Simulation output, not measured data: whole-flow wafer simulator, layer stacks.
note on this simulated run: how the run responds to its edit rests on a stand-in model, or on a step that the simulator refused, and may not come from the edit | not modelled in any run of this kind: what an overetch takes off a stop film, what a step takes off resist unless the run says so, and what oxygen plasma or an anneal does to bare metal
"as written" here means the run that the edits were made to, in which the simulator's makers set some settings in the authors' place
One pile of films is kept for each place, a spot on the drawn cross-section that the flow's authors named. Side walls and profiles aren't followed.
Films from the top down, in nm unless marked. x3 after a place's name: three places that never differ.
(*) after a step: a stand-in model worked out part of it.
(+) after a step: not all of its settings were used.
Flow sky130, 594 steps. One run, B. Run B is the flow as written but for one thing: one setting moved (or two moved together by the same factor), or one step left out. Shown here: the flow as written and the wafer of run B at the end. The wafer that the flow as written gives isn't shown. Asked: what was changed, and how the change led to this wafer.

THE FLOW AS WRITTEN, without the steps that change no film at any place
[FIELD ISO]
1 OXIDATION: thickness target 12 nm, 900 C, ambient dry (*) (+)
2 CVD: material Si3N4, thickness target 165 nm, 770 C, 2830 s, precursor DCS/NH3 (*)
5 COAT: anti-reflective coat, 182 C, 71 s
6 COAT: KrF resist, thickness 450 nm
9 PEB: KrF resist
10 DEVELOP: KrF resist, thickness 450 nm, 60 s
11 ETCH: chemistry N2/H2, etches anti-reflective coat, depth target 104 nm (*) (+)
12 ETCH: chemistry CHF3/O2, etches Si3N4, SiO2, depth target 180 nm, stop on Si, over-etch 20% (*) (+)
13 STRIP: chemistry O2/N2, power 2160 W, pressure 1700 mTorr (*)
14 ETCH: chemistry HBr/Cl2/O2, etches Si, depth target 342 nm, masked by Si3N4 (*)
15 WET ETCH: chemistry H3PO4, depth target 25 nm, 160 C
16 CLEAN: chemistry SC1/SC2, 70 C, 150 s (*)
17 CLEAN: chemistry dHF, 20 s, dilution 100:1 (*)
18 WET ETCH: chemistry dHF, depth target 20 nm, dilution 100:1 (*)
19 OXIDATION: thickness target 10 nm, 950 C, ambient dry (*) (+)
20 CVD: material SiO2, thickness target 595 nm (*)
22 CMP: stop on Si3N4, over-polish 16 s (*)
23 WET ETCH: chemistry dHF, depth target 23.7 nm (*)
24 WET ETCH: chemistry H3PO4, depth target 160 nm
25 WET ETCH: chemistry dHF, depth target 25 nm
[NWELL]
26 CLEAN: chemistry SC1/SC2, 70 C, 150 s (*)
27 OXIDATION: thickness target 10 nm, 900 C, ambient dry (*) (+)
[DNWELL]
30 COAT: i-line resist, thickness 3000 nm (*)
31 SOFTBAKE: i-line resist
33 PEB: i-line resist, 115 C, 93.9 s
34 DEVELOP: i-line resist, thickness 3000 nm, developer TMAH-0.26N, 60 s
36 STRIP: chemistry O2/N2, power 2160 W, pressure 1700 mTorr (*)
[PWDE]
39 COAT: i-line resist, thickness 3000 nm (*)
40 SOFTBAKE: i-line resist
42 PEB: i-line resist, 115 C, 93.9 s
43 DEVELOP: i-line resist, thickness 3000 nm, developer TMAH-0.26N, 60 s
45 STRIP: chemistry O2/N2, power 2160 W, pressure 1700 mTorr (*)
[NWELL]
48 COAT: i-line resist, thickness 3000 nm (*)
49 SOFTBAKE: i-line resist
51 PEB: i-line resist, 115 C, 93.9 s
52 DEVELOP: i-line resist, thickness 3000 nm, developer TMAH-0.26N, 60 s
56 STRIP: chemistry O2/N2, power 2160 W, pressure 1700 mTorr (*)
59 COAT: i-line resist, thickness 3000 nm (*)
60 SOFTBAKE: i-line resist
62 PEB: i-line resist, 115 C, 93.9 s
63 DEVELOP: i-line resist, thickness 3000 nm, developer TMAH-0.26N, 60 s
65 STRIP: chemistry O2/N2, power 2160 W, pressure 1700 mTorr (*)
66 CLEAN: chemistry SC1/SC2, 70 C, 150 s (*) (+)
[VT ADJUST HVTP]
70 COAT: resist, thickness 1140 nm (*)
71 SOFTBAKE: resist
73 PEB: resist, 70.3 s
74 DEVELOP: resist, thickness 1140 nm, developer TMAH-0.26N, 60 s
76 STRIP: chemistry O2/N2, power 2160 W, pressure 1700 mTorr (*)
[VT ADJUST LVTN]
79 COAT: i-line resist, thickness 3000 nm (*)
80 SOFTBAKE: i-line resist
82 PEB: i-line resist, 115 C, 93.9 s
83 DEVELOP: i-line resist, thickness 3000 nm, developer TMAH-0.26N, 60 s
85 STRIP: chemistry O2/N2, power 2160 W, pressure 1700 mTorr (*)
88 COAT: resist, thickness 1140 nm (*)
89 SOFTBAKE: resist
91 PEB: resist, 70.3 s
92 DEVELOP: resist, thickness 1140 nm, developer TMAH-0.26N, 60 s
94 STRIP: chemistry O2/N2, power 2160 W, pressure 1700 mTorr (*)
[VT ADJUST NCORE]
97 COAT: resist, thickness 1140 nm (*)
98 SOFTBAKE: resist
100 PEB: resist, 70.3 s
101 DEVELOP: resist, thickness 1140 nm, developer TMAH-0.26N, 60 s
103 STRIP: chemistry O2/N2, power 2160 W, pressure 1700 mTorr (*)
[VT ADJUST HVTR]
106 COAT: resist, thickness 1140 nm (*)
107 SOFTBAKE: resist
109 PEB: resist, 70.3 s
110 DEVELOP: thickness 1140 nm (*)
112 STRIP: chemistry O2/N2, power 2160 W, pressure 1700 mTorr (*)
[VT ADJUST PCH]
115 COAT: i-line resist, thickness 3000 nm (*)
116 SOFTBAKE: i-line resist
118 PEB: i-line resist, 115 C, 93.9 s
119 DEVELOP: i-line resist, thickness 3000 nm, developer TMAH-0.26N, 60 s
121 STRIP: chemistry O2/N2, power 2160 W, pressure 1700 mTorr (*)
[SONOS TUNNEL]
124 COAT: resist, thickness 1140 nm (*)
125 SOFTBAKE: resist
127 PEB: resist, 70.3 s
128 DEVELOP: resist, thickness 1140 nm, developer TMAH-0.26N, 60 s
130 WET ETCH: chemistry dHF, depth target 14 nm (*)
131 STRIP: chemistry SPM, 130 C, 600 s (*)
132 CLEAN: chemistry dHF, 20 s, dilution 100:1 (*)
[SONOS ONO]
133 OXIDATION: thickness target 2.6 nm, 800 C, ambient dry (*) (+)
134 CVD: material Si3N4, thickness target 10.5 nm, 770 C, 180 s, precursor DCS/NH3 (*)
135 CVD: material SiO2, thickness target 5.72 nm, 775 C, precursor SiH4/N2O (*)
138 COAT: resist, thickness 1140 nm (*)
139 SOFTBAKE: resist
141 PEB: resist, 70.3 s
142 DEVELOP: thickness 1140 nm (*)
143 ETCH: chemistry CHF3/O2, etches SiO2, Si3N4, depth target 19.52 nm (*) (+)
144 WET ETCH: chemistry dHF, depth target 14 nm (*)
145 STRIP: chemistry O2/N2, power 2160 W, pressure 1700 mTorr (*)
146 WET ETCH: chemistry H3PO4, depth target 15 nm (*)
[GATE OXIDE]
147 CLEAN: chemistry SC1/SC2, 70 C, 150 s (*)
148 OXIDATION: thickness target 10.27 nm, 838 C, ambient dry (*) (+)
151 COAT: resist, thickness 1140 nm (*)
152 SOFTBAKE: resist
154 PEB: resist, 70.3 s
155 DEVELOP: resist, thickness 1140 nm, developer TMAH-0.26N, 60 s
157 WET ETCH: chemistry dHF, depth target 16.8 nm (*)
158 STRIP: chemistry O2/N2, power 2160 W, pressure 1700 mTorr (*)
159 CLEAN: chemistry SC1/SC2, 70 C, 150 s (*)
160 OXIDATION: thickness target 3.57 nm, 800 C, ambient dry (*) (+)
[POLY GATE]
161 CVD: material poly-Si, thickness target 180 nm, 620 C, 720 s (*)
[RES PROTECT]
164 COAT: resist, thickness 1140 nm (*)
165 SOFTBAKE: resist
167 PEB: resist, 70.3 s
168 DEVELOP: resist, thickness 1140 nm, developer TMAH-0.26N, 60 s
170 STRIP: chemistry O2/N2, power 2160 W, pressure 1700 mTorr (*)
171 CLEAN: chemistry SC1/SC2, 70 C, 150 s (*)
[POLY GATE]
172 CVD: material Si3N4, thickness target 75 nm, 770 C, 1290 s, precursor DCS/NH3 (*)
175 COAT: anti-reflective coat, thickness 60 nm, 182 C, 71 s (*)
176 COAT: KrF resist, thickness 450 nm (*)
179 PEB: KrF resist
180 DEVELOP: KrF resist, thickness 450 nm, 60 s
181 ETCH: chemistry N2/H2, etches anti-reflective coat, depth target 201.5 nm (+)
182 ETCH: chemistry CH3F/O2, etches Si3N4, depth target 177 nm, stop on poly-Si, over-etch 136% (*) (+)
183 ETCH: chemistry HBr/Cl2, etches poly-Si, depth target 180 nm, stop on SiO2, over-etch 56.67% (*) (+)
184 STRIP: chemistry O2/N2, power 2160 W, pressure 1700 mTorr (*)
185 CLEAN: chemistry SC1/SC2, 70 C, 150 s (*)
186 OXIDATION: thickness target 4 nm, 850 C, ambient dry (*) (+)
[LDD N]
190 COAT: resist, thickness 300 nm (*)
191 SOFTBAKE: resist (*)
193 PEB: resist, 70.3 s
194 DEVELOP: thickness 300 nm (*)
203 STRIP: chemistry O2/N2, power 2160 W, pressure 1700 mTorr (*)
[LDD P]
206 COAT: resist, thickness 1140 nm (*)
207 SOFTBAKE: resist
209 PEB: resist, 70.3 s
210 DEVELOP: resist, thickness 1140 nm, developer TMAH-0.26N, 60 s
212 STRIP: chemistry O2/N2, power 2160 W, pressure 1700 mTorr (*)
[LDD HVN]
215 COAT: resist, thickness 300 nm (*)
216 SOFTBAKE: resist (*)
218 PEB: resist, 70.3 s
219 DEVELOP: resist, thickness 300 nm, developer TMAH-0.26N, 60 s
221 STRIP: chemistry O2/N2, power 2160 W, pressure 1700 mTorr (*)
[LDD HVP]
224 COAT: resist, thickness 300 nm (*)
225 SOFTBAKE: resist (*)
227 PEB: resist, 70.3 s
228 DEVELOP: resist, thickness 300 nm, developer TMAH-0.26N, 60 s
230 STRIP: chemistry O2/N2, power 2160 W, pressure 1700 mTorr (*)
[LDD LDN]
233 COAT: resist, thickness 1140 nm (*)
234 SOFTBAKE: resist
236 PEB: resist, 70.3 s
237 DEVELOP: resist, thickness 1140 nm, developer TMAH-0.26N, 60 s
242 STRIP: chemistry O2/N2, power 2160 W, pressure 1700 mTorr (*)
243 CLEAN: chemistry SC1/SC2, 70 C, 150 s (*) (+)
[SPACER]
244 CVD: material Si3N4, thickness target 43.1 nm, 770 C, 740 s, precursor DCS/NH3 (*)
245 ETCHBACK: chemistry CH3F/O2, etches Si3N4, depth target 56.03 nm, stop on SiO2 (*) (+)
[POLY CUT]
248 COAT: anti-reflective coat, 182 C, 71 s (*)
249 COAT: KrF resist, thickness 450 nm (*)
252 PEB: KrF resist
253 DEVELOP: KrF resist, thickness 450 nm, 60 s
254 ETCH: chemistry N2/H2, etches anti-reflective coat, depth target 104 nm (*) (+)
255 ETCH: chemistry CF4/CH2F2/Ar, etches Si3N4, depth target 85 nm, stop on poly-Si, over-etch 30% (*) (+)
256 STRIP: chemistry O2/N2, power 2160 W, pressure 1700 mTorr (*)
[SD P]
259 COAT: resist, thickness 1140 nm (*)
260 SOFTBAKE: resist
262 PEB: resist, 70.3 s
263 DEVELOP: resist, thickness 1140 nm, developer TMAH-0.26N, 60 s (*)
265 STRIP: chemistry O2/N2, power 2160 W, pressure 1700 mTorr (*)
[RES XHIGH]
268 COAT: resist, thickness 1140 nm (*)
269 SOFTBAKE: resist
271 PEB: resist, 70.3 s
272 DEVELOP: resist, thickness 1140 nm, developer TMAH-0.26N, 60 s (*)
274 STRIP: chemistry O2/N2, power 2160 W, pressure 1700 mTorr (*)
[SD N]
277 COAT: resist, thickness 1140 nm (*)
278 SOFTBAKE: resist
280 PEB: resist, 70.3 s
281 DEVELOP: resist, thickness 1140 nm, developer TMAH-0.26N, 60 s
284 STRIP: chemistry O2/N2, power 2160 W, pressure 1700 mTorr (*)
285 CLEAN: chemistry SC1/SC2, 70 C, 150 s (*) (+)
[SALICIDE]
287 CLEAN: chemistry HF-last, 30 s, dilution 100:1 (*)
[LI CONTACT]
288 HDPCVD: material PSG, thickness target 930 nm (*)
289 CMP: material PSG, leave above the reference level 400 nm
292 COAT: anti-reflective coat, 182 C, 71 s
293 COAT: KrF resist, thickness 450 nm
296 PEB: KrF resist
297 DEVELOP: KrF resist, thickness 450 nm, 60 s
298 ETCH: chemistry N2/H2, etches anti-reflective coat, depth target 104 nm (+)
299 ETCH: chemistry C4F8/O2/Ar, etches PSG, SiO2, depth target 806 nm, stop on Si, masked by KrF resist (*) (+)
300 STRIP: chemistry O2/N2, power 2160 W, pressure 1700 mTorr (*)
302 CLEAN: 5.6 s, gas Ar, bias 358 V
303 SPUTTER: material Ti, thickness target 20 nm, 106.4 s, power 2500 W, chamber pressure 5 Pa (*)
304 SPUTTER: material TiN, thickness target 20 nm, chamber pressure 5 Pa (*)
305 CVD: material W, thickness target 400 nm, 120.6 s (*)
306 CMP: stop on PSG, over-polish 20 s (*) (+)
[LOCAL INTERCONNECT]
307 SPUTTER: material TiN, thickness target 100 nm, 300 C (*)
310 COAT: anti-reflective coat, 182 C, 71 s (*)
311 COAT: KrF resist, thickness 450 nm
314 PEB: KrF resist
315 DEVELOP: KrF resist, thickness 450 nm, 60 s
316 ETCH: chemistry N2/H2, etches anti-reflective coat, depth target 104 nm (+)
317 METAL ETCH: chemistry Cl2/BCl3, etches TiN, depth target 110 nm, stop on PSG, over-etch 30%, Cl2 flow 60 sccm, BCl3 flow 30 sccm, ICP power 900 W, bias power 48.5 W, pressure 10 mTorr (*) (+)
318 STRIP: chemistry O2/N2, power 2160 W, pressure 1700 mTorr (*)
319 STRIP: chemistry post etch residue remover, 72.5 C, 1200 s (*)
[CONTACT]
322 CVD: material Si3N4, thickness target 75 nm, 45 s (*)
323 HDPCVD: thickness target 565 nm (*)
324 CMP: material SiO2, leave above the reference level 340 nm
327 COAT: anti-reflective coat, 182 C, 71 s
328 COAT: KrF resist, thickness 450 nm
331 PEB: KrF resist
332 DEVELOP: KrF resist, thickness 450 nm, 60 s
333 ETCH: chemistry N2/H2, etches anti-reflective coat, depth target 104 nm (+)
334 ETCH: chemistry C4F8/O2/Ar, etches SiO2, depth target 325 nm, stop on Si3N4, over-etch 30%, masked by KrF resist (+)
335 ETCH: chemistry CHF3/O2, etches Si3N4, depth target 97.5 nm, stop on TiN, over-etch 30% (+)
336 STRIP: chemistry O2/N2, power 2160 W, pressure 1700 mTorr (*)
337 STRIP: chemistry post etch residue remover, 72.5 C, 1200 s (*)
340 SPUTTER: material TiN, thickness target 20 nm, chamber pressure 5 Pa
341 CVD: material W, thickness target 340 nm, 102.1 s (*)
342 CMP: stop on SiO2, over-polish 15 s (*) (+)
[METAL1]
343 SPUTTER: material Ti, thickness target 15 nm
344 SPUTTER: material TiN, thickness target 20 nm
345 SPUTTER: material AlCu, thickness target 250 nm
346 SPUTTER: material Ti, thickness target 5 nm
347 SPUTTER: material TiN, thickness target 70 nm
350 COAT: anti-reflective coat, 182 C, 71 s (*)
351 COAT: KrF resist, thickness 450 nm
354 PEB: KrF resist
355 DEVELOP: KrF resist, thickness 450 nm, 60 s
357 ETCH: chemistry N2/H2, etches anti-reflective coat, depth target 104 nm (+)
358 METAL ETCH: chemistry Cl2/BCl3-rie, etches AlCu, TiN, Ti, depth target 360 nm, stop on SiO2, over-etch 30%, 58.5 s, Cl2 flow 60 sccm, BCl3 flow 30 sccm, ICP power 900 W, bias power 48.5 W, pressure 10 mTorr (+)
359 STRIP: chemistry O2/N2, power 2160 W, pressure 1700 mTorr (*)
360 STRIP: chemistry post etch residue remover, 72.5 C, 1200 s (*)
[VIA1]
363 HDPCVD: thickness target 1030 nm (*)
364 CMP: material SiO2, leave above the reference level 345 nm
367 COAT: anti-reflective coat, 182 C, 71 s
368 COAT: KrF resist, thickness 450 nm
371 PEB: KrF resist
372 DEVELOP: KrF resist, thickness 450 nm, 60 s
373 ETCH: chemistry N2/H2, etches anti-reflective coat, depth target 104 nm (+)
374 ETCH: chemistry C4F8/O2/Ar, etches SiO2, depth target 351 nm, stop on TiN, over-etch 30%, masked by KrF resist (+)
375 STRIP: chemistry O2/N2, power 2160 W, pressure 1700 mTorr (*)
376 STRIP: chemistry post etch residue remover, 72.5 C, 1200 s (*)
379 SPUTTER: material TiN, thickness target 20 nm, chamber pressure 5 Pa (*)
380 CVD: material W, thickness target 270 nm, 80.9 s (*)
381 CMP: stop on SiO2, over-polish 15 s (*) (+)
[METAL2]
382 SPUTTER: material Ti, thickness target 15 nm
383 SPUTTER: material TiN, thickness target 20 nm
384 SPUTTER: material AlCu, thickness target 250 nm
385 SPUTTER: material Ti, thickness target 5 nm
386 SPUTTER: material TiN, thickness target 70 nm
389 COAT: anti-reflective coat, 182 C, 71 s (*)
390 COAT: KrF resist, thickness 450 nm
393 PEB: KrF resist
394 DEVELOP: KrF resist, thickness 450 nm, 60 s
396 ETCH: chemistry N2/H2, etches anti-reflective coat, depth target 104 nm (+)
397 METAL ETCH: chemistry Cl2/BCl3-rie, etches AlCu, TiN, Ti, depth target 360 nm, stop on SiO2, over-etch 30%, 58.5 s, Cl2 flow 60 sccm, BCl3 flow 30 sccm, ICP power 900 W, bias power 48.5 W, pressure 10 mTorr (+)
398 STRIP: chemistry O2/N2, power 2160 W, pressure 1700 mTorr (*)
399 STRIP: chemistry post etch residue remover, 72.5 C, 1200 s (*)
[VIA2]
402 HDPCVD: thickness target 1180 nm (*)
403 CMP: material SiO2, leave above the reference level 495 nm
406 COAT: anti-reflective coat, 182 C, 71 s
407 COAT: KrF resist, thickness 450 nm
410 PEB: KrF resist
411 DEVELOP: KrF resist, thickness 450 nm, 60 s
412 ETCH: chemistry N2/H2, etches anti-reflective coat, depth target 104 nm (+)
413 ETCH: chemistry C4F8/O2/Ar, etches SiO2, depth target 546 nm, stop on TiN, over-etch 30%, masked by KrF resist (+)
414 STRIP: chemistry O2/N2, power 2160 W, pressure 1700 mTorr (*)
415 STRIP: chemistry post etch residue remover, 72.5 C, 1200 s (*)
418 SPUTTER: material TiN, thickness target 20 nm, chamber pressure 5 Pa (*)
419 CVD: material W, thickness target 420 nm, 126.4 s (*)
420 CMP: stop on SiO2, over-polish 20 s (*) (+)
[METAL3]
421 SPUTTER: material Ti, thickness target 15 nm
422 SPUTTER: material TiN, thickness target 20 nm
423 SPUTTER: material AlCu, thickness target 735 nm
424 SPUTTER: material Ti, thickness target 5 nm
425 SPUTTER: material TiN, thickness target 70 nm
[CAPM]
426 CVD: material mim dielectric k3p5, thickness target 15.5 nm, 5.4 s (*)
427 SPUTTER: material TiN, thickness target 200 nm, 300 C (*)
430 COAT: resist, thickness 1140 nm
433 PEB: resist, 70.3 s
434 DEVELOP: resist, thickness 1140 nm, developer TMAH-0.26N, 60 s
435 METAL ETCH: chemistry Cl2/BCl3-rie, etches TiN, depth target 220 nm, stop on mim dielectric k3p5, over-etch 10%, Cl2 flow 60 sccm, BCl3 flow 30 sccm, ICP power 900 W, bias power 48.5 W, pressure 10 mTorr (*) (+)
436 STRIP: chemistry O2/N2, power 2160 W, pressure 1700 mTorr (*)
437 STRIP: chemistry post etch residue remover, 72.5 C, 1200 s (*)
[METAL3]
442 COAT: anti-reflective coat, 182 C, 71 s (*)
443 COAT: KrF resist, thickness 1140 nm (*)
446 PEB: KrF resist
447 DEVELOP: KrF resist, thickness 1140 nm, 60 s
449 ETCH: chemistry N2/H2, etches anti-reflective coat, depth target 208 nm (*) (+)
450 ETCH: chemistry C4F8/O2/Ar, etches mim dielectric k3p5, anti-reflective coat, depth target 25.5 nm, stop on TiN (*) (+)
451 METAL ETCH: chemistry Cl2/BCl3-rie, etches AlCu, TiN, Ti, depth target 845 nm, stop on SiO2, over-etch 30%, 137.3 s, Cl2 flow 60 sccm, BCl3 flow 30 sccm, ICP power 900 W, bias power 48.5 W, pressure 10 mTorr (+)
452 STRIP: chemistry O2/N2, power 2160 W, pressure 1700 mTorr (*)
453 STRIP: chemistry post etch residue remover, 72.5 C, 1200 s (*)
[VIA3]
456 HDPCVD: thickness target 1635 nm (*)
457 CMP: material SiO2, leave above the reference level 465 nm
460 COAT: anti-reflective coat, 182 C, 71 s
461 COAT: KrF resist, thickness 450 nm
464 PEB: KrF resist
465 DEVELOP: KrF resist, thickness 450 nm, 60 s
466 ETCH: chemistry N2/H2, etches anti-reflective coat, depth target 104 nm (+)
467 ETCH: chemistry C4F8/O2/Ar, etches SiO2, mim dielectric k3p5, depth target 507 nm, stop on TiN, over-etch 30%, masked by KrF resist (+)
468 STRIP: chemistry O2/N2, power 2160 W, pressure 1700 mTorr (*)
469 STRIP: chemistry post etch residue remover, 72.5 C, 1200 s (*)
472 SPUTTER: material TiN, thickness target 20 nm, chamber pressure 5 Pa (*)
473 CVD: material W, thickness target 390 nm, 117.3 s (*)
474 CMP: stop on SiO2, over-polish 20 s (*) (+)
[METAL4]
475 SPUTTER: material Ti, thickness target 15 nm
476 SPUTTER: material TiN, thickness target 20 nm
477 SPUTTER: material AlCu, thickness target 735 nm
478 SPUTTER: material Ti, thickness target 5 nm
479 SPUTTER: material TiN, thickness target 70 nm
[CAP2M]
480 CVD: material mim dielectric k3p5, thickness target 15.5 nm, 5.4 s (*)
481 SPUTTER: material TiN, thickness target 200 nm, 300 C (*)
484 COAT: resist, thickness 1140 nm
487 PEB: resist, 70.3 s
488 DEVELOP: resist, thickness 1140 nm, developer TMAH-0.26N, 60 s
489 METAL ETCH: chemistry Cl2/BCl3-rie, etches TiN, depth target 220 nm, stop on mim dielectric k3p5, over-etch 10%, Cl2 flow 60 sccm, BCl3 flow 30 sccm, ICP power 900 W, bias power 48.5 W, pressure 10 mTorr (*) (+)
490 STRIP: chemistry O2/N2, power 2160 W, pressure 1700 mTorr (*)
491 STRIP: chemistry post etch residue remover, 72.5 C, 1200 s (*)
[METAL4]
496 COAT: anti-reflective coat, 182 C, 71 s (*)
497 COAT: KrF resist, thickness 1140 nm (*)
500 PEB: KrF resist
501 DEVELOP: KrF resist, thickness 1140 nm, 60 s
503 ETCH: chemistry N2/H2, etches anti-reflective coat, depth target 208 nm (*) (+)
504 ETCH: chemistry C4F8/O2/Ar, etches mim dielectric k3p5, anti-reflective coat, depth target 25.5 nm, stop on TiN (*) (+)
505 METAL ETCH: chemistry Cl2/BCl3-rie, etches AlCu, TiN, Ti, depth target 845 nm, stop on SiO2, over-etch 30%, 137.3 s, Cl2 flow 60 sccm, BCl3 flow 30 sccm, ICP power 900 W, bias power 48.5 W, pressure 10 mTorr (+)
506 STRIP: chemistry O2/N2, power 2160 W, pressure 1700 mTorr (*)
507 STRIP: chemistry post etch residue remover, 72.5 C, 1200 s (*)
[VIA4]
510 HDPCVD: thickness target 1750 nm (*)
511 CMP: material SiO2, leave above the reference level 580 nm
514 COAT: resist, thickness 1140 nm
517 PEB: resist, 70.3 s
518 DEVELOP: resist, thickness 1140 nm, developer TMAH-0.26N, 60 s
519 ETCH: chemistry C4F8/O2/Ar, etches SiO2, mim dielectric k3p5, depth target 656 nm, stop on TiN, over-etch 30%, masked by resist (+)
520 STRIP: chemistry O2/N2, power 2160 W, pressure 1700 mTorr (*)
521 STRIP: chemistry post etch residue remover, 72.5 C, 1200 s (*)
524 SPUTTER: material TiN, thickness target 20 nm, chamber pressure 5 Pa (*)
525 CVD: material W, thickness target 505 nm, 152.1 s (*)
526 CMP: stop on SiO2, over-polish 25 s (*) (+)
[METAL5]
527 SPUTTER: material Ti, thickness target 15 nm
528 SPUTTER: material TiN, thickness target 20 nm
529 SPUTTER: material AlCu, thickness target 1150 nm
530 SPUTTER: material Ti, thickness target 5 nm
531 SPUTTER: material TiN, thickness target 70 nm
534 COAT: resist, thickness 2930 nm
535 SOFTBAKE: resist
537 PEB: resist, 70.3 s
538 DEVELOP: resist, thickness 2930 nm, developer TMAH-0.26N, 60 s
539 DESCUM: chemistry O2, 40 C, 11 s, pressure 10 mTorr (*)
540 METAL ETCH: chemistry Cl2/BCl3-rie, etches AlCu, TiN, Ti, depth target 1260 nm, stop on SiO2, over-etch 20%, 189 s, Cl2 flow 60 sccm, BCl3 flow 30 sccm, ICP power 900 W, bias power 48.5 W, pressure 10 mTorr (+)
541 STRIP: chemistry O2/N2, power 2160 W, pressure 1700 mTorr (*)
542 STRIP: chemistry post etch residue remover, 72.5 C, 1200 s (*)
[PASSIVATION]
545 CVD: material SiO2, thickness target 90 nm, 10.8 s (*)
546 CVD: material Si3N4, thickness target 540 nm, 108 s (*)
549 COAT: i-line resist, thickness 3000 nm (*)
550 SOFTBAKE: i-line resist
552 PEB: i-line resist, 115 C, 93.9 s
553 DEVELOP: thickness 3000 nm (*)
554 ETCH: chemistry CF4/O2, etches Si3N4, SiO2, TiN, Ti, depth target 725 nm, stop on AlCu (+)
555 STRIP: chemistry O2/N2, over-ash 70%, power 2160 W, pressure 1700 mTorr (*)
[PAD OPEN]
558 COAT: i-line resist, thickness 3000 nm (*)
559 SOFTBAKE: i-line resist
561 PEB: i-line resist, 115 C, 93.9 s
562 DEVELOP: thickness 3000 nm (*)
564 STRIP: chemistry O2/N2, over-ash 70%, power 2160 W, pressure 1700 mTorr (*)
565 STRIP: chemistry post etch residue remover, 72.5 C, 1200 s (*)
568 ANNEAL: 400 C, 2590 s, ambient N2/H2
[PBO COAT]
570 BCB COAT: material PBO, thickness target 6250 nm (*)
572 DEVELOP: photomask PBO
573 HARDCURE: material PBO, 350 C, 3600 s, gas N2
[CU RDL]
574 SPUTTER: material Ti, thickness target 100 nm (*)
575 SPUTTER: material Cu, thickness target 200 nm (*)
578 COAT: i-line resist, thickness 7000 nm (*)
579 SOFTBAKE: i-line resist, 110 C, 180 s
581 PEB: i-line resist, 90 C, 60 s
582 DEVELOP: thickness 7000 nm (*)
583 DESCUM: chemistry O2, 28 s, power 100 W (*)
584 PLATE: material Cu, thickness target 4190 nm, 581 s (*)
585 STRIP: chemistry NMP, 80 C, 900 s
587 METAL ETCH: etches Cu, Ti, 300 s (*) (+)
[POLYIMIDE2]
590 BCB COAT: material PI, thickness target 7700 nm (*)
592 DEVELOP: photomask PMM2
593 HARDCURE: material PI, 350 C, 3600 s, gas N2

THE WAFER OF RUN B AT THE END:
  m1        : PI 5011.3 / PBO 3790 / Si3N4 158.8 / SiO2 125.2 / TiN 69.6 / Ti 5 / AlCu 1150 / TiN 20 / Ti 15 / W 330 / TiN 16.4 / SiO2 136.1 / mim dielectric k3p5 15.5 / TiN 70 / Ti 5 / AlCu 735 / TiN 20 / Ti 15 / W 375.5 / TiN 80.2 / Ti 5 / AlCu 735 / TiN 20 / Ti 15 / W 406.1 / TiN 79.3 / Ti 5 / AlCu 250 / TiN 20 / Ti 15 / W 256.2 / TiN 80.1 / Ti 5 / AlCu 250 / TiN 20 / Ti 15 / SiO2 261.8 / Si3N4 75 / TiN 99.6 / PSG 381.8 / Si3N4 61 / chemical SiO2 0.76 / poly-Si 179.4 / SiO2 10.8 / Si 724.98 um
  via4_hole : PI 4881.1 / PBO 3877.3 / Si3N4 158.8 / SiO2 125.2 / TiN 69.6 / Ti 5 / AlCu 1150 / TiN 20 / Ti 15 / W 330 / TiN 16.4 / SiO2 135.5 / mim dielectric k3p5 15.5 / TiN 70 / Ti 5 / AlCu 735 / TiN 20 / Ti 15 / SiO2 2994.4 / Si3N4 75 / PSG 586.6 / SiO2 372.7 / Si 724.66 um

The cause: step 519, ETCH: depth target 354 nm was run, where the flow has depth target 656 nm.

How the change led to this, step by step:
  519 ETCH: chemistry C4F8/O2/Ar, etches SiO2, mim dielectric k3p5, depth target 656 nm, stop on TiN, over-etch 30%, masked by resist (+)
      m1: SiO2 -354 (as written it would be: SiO2 -490.1 (all of it), mim dielectric k3p5 -15.5 (all of it))
      via4_hole: SiO2 -354 (as written it would be: SiO2 -489.5 (all of it), mim dielectric k3p5 -15.5 (all of it))
      (and at 191 more places)
  520 STRIP: chemistry O2/N2, power 2160 W, pressure 1700 mTorr (*)
      field, active, n_well and 188 more: resist -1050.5 (all of it) (as written it would be: resist -990.1 (all of it))
  524 SPUTTER: material TiN, thickness target 20 nm, chamber pressure 5 Pa (*)
      m1, via4_hole: TiN +16.4 (new film) (as written it would be: TiN +15.3)
  525 CVD: material W, thickness target 505 nm, 152.1 s (*)
      m1: W +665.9 (new film) (as written it would be: W +1015.8 (new film))
      via4_hole: W +667.6 (new film) (as written it would be: W +1015.2 (new film))
  526 CMP: stop on SiO2, over-polish 25 s (*) (+)
      m1: W -335.9 (as written it would be: W -532.7)
      via4_hole: W -337.6 (as written it would be: W -532.7)
Counting metal films that touch as one body, m1 has 3 bodies (between them, from the top down: SiO2 136.1 / mim dielectric k3p5 15.5; SiO2 261.8 / Si3N4 75); the flow as written gives 2 bodies (between them, from the top down: SiO2 261.8 / Si3N4 75).
Counting metal films that touch as one body, via4_hole has 2 bodies (between them, from the top down: SiO2 135.5 / mim dielectric k3p5 15.5); the flow as written gives 1 body.
